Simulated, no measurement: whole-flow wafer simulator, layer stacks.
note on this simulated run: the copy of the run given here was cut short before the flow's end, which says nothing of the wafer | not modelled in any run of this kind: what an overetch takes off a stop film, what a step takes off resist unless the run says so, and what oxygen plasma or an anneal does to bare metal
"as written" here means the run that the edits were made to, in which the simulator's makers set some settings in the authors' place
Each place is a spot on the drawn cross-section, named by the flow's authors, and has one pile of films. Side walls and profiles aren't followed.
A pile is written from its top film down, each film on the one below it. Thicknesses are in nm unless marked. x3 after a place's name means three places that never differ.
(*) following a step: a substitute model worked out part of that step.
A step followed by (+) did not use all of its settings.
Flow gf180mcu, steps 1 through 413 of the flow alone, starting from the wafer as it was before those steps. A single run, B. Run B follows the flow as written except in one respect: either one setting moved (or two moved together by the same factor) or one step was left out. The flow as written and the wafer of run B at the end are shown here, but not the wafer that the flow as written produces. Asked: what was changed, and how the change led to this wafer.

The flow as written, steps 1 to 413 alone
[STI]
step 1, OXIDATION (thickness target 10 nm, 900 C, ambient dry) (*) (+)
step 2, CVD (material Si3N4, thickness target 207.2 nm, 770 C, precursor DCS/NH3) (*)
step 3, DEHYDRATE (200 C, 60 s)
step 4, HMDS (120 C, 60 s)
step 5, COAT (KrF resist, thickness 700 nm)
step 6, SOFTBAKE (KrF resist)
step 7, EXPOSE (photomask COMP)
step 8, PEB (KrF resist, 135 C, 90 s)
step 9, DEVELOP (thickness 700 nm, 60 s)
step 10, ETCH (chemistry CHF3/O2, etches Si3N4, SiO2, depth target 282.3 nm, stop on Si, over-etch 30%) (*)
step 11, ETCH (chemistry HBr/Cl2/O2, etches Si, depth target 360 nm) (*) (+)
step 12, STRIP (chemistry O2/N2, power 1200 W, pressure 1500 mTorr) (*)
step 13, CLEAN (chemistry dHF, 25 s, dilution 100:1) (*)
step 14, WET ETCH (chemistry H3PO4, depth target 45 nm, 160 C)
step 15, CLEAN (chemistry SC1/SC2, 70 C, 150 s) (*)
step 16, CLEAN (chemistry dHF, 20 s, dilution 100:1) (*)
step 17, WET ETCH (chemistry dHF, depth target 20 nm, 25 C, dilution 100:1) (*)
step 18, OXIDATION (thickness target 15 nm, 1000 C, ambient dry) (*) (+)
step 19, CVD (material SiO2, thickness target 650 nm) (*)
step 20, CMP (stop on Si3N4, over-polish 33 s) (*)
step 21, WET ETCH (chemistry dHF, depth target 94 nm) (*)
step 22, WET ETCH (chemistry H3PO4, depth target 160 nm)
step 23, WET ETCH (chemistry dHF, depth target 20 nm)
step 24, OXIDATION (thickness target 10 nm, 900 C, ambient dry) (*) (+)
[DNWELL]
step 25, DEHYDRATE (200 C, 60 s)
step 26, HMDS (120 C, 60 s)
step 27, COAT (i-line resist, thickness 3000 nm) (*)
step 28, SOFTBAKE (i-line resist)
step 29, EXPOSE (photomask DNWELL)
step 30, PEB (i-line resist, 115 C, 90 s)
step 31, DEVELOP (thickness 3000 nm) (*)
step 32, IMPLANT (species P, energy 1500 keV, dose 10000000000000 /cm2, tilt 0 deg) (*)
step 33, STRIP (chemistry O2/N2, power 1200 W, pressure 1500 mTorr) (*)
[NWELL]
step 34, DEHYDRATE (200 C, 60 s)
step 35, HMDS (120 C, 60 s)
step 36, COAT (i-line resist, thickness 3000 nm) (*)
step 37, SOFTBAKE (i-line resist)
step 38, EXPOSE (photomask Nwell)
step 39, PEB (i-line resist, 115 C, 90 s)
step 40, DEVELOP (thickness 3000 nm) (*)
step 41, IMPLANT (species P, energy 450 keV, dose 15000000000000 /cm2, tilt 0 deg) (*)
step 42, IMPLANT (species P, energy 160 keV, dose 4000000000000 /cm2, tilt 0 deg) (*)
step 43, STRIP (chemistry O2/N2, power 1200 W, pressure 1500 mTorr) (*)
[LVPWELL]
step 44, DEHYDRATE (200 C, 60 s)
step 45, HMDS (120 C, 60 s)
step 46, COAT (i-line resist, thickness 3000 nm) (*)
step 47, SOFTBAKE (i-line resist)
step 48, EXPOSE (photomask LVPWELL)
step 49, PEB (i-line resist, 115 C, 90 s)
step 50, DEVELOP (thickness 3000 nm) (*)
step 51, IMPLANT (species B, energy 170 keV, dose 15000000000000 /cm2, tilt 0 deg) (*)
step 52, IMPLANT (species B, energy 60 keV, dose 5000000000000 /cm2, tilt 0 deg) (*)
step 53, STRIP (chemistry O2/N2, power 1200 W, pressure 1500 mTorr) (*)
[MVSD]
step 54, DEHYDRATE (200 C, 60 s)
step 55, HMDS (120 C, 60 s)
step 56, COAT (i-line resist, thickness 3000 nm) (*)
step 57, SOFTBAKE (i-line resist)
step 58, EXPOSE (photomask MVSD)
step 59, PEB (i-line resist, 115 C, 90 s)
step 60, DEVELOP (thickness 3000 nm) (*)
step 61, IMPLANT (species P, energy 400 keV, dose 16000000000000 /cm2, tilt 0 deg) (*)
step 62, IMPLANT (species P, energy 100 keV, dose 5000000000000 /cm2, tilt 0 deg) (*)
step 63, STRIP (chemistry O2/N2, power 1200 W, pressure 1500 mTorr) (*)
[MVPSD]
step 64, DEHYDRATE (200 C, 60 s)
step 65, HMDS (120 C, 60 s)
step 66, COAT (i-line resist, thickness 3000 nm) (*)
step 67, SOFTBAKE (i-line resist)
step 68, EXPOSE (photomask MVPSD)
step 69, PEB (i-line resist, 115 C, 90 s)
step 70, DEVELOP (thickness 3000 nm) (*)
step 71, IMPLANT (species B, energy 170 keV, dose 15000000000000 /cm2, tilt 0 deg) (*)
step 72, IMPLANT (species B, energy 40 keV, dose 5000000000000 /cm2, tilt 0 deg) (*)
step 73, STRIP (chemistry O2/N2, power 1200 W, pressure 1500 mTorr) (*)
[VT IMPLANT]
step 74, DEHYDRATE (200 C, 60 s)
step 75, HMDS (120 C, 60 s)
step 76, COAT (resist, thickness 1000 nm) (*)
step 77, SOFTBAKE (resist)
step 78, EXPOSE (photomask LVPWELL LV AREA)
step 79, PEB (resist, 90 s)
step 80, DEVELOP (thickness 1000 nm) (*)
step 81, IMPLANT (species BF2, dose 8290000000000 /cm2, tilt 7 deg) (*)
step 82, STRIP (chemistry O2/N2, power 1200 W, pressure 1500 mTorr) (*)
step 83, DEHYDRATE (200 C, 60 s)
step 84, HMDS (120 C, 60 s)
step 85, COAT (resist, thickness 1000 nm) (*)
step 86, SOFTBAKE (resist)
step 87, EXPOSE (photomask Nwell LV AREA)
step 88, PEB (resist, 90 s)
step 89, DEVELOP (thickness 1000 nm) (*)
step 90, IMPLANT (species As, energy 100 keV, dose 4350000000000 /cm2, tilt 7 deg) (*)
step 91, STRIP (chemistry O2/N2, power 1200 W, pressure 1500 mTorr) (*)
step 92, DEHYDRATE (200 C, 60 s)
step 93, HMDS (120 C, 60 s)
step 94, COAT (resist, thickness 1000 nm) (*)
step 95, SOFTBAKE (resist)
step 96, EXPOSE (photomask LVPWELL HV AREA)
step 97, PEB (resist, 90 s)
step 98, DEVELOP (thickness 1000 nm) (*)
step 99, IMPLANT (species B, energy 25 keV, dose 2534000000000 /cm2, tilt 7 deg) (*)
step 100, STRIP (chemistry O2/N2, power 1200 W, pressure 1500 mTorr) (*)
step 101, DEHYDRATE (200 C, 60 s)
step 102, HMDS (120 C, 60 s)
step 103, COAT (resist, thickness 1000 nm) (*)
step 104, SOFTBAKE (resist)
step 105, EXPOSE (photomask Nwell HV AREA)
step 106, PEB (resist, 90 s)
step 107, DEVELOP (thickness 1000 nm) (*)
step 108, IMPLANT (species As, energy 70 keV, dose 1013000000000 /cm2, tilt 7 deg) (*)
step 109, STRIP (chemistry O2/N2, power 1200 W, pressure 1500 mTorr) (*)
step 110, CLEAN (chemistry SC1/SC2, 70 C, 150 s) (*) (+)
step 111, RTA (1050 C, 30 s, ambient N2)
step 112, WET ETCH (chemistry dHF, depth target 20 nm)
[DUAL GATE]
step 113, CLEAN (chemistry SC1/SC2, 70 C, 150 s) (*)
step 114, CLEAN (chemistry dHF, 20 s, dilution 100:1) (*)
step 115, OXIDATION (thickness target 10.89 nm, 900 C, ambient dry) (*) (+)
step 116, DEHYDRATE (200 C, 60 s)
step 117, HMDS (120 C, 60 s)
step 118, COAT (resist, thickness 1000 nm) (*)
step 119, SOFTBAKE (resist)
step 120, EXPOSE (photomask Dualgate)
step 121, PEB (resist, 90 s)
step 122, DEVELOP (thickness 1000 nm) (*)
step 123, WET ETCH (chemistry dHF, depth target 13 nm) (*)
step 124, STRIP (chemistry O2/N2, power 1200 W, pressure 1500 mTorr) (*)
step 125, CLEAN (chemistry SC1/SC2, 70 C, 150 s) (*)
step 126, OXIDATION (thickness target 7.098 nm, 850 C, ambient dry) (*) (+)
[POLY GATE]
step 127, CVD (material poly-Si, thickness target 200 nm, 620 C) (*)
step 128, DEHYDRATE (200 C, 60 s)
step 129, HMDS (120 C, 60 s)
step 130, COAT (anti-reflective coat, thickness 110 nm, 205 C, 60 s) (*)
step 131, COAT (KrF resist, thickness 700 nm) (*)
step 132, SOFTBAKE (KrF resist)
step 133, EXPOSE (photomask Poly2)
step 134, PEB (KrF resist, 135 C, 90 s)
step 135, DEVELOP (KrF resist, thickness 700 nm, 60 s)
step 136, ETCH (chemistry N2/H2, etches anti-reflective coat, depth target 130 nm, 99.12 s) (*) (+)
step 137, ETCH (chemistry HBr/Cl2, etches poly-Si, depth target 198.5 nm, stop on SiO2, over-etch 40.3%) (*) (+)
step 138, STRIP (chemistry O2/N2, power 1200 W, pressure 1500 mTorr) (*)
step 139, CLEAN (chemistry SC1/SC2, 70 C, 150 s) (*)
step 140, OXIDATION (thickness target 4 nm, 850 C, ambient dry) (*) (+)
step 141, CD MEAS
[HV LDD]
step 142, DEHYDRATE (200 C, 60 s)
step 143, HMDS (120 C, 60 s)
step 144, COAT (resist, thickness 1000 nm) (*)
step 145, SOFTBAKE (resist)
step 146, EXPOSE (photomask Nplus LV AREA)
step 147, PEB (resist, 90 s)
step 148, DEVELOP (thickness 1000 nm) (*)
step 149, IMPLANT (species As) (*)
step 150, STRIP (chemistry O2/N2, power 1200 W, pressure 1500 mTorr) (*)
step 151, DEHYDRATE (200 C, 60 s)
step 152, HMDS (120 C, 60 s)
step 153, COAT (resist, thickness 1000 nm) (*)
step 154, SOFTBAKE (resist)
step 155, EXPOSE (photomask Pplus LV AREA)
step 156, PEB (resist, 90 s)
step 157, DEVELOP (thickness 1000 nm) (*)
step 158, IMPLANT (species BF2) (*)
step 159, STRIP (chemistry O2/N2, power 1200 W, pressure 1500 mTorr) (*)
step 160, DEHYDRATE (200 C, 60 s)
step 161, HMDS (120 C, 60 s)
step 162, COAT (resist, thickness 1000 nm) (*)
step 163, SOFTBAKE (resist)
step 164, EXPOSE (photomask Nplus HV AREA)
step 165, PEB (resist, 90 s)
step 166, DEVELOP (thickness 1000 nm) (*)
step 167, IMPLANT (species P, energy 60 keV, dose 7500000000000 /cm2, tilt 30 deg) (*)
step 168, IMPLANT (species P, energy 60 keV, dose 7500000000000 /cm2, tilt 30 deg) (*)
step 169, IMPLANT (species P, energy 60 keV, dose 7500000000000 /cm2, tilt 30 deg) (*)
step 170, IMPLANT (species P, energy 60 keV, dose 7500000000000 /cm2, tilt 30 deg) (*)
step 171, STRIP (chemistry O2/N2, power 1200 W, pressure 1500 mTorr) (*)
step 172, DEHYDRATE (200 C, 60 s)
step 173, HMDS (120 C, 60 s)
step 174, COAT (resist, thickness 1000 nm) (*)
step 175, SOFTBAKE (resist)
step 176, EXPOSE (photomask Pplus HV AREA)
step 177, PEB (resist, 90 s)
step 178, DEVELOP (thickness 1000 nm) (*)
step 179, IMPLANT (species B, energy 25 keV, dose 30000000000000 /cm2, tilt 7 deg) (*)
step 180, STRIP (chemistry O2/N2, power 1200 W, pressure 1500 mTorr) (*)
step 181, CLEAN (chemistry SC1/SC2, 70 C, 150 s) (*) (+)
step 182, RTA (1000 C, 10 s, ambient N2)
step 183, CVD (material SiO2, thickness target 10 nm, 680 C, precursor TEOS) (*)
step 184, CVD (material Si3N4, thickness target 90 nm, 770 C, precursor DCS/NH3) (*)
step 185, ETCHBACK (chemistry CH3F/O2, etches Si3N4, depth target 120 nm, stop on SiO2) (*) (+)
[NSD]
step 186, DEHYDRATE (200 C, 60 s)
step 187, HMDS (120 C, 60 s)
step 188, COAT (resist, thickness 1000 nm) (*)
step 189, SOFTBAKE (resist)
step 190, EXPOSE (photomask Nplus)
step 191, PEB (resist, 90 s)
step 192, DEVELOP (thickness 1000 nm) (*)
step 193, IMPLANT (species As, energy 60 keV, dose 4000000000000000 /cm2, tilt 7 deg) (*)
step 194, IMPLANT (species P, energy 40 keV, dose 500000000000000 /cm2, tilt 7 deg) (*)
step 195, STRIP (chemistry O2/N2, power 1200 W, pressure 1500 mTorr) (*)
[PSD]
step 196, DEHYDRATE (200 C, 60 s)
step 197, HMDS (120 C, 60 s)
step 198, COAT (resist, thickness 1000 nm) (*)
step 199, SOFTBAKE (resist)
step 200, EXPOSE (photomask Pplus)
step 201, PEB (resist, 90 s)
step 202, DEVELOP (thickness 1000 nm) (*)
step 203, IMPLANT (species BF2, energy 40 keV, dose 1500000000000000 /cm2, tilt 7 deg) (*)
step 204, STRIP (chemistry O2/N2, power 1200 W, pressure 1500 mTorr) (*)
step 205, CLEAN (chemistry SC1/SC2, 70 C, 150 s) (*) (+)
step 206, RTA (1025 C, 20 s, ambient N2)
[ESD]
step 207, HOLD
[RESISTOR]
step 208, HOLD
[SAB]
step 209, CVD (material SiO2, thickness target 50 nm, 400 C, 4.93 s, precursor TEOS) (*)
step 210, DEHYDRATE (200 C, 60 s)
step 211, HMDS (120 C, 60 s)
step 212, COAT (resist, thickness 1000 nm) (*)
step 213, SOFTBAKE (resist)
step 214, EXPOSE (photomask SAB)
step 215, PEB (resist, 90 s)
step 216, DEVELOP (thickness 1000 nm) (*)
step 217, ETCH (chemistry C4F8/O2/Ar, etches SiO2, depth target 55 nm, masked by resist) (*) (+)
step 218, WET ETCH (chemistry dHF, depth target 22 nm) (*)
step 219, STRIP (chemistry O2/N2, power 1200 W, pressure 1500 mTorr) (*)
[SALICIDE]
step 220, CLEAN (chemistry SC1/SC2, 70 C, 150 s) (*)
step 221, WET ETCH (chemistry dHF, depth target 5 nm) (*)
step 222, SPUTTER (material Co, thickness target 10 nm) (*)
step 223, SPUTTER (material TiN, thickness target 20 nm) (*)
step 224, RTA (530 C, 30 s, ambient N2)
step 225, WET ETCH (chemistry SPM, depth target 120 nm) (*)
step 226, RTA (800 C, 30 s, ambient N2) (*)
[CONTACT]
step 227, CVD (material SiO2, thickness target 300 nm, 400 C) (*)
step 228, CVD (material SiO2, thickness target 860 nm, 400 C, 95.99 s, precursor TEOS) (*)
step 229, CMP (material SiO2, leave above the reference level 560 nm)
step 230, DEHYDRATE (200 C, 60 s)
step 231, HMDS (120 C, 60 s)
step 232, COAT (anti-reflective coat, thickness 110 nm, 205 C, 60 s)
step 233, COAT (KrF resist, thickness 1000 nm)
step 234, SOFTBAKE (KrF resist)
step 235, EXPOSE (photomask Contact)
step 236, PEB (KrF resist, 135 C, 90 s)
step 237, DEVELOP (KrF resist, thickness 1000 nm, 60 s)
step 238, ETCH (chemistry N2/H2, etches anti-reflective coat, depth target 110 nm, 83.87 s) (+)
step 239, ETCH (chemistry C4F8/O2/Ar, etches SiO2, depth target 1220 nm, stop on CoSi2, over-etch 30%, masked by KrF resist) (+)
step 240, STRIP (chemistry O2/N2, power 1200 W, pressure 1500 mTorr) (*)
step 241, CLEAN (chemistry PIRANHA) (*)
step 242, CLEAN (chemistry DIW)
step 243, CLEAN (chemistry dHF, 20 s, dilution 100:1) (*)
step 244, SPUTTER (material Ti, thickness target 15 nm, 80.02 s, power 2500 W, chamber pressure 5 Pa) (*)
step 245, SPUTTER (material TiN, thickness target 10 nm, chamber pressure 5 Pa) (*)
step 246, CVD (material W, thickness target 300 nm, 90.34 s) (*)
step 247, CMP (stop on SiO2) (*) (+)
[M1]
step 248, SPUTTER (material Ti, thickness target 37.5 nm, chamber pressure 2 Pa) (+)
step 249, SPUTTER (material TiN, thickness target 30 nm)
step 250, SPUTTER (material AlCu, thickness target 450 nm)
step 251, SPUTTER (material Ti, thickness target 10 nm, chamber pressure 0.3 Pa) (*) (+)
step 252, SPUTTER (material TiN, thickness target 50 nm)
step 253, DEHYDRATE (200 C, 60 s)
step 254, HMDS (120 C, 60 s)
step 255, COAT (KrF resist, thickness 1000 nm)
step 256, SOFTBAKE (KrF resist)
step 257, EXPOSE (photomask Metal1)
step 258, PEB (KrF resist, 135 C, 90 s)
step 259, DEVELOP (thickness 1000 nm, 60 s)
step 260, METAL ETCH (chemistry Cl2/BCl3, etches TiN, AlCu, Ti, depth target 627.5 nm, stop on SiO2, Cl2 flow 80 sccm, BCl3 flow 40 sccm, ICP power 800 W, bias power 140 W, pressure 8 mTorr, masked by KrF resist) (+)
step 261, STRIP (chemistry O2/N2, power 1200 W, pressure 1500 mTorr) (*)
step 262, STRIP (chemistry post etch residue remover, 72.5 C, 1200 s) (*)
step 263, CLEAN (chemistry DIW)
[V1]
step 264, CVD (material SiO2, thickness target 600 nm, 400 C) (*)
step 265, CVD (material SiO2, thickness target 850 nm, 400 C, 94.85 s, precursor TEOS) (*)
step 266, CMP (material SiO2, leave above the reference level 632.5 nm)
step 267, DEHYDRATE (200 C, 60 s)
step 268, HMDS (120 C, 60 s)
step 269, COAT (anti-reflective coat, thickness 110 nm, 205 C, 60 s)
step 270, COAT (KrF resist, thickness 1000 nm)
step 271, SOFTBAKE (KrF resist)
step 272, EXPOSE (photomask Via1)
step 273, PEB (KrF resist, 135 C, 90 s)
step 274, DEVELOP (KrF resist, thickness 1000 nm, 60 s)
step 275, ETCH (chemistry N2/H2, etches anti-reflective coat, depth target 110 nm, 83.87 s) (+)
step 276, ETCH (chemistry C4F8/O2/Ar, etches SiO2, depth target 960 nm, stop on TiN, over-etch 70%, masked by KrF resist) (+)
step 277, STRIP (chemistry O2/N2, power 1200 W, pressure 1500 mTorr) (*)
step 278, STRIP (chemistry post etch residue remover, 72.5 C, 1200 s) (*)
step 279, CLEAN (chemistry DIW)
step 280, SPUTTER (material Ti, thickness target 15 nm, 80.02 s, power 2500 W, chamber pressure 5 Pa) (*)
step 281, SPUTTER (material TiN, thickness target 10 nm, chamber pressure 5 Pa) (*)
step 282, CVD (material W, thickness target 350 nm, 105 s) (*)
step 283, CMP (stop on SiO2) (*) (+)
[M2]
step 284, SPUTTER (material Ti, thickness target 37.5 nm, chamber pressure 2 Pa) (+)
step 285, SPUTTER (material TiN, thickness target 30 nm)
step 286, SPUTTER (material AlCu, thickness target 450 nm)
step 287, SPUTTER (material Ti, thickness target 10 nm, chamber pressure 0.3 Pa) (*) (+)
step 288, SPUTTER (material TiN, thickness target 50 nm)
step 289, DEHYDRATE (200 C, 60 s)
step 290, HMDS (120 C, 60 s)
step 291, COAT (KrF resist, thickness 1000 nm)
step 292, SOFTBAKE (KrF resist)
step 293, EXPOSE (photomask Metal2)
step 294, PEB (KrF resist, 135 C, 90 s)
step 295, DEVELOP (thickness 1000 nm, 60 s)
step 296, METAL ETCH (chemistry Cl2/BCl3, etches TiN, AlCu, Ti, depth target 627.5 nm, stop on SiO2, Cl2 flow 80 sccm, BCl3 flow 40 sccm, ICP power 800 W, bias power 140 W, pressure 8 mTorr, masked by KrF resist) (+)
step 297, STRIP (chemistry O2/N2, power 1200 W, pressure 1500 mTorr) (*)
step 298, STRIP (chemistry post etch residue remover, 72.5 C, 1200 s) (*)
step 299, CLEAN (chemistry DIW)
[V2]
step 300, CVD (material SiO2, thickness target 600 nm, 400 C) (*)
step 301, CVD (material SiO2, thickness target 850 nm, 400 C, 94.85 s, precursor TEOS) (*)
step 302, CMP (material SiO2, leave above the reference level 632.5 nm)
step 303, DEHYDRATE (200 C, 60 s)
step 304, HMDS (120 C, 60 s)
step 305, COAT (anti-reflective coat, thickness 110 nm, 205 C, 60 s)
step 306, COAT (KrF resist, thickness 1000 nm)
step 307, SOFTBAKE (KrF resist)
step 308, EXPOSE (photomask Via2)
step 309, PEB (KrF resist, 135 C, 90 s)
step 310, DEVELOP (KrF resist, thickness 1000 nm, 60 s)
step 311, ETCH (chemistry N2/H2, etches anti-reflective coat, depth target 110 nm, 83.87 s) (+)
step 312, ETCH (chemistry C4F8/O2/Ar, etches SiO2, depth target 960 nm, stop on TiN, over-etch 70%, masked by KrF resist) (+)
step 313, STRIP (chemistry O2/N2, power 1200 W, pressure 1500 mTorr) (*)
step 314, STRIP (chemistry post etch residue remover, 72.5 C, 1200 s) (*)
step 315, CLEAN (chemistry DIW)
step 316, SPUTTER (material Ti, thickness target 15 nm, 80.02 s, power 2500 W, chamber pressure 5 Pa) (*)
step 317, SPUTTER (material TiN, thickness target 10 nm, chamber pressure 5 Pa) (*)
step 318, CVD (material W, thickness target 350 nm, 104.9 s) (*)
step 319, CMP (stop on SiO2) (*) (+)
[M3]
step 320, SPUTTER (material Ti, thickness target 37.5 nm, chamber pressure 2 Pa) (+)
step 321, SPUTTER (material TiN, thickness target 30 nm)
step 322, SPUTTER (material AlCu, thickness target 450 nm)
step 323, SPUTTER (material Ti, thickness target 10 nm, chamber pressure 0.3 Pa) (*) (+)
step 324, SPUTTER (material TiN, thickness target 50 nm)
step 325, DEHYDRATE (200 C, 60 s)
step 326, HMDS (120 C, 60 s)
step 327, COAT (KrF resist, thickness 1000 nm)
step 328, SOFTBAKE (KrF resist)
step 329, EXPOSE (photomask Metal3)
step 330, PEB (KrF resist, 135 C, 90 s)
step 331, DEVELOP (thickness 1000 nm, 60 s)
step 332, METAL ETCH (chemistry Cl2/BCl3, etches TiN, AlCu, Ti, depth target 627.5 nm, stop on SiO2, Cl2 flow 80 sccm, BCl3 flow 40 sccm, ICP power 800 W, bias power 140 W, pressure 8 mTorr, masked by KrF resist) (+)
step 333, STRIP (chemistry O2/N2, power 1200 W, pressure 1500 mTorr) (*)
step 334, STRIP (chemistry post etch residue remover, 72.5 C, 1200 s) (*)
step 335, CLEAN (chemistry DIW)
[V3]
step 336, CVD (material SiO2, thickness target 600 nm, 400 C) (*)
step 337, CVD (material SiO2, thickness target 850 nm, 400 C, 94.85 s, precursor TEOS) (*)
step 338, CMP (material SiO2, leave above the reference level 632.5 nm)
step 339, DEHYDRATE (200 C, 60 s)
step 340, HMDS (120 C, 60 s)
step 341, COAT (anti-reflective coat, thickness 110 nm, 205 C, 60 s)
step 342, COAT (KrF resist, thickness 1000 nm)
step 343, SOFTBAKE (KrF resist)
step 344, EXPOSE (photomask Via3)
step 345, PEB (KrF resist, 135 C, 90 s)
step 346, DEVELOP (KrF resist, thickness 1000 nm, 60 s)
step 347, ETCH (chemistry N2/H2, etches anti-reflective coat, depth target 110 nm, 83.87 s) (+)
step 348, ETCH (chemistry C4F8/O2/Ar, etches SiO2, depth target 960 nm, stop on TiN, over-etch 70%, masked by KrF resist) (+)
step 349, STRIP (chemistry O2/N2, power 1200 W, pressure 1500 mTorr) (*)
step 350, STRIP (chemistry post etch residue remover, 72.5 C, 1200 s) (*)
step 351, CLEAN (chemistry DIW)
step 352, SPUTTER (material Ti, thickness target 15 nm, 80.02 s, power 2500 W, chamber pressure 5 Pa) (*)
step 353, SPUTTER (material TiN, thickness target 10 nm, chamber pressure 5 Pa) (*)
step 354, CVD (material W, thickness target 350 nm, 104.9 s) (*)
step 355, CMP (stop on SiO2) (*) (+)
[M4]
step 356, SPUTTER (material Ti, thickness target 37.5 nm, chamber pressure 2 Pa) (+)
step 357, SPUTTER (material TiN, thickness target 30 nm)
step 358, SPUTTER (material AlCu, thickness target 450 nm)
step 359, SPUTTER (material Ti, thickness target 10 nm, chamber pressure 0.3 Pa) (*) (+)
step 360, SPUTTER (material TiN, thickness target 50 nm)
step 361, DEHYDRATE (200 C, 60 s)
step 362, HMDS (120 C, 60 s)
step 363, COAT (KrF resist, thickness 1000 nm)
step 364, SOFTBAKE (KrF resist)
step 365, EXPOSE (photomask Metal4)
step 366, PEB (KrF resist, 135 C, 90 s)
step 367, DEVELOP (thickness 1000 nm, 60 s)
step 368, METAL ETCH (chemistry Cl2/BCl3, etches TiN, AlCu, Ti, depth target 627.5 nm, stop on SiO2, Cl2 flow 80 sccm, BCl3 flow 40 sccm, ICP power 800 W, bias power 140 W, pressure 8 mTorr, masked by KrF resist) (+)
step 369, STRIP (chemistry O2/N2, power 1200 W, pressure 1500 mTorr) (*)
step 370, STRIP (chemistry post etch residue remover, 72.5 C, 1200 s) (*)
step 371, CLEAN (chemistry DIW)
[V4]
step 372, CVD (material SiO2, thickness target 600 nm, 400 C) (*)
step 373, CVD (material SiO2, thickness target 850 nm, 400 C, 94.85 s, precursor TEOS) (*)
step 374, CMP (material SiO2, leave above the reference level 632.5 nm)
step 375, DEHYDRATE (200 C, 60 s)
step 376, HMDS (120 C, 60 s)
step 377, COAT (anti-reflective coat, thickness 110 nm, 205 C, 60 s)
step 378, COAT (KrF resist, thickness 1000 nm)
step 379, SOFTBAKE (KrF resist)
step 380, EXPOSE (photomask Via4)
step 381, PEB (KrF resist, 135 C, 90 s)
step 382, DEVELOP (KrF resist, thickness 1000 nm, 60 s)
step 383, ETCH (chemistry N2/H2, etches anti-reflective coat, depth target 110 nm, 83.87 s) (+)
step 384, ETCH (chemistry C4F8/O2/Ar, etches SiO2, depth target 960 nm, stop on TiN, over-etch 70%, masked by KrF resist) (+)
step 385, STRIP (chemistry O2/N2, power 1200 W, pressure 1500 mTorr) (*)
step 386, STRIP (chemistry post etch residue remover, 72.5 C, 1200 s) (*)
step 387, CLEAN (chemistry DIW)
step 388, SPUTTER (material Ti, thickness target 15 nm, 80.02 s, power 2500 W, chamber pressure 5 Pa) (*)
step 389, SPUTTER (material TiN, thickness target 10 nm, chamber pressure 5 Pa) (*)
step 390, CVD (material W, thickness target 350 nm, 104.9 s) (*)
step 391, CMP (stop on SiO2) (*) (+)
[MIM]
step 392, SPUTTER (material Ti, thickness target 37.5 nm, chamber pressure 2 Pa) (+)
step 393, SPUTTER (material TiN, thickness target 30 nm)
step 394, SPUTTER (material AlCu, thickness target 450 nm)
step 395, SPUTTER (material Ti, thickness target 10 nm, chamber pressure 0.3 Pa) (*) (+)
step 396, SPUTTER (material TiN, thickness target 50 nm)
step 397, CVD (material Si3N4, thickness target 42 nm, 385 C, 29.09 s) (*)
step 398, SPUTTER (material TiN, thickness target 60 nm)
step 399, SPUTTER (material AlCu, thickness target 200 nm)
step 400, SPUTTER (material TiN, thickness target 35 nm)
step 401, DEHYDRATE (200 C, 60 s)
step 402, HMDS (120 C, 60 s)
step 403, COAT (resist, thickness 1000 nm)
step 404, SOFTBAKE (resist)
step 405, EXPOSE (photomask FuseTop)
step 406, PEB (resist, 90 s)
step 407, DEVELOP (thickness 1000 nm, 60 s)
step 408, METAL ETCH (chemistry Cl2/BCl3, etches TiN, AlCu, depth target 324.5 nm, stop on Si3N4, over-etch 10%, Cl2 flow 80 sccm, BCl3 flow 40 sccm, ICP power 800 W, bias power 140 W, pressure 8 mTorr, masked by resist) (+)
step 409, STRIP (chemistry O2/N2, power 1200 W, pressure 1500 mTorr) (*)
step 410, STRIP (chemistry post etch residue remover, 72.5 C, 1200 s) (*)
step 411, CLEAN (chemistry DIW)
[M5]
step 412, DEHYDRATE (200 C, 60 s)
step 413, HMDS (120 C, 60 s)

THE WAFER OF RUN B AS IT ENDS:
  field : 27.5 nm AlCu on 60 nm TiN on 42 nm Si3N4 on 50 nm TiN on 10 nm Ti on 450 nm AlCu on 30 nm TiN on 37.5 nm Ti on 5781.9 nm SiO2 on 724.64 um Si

Cause: step 408, METAL ETCH: depth target 201.8 nm was run, whereas the flow has depth target 324.5 nm.

How this came from the change, step by step:
  step 408, METAL ETCH (chemistry Cl2/BCl3, etches TiN, AlCu, depth target 324.5 nm, stop on Si3N4, over-etch 10%, Cl2 flow 80 sccm, BCl3 flow 40 sccm, ICP power 800 W, bias power 140 W, pressure 8 mTorr, masked by resist) (+)
      field, field__w1, field__w2 and 107 more: -35 TiN (all of it), -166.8 AlCu (it would be, as written: -35 TiN (all of it), -200 AlCu (all of it), -60 TiN (all of it))
      mim: -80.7 resist (it would be, as written: -129.8 resist)
  step 409, STRIP (chemistry O2/N2, power 1200 W, pressure 1500 mTorr) (*)
      mim: -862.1 resist (all of it) (it would be, as written: -813 resist (all of it))
  step 410, STRIP (chemistry post etch residue remover, 72.5 C, 1200 s) (*)
      field, field__w1, field__w2 and 107 more: -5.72 AlCu (it would be, as written: -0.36 Si3N4)
With metal films that touch counted as one body, field has 2 bodies (between them, from the top down: Si3N4 42); the flow as written gives 1 body.
